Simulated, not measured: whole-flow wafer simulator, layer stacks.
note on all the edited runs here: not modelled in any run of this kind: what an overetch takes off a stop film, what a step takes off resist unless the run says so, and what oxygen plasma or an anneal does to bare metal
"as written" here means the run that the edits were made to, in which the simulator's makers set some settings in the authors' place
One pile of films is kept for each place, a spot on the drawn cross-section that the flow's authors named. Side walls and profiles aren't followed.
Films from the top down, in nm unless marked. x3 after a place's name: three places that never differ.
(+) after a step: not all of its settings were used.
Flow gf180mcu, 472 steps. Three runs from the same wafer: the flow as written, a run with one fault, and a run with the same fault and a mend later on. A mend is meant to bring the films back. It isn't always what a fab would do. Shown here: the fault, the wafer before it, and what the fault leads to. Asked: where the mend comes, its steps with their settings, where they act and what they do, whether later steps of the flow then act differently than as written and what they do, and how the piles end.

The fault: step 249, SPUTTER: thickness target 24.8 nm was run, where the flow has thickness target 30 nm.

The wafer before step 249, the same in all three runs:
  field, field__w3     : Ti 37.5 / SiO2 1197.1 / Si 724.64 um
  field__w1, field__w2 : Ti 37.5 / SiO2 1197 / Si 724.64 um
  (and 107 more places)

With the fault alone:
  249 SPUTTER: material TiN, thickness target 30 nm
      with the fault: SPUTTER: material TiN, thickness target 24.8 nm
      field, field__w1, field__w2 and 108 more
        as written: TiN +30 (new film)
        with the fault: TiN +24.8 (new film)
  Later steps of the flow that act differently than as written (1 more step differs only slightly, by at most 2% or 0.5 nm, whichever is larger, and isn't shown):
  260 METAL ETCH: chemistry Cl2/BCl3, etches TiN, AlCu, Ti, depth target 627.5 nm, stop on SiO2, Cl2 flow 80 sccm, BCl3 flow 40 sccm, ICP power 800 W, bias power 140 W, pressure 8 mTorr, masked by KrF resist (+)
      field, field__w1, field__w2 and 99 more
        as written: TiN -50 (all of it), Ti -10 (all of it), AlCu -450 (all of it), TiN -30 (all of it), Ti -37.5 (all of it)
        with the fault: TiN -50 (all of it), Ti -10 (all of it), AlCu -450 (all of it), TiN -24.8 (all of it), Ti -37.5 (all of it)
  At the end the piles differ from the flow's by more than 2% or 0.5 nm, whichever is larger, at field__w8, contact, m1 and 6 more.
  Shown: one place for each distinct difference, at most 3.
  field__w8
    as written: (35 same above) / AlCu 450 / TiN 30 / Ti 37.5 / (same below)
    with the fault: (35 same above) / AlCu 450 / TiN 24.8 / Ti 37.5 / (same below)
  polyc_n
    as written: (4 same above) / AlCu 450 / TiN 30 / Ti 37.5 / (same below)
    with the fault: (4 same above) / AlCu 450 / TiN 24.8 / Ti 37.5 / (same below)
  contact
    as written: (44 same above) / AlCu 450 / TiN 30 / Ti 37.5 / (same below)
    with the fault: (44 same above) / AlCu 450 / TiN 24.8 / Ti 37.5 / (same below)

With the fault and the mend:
  The mend comes after step 249.
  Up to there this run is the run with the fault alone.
  249a SPUTTER: material TiN, thickness target 5.2 nm (the flow's step 249 once more, with other settings)
      field, field__w1, field__w2 and 108 more
        TiN +5.2
  No later step of the flow acts differently than as written at any place that is followed.
  At the end the piles are the same as the flow's at every place that both follow.
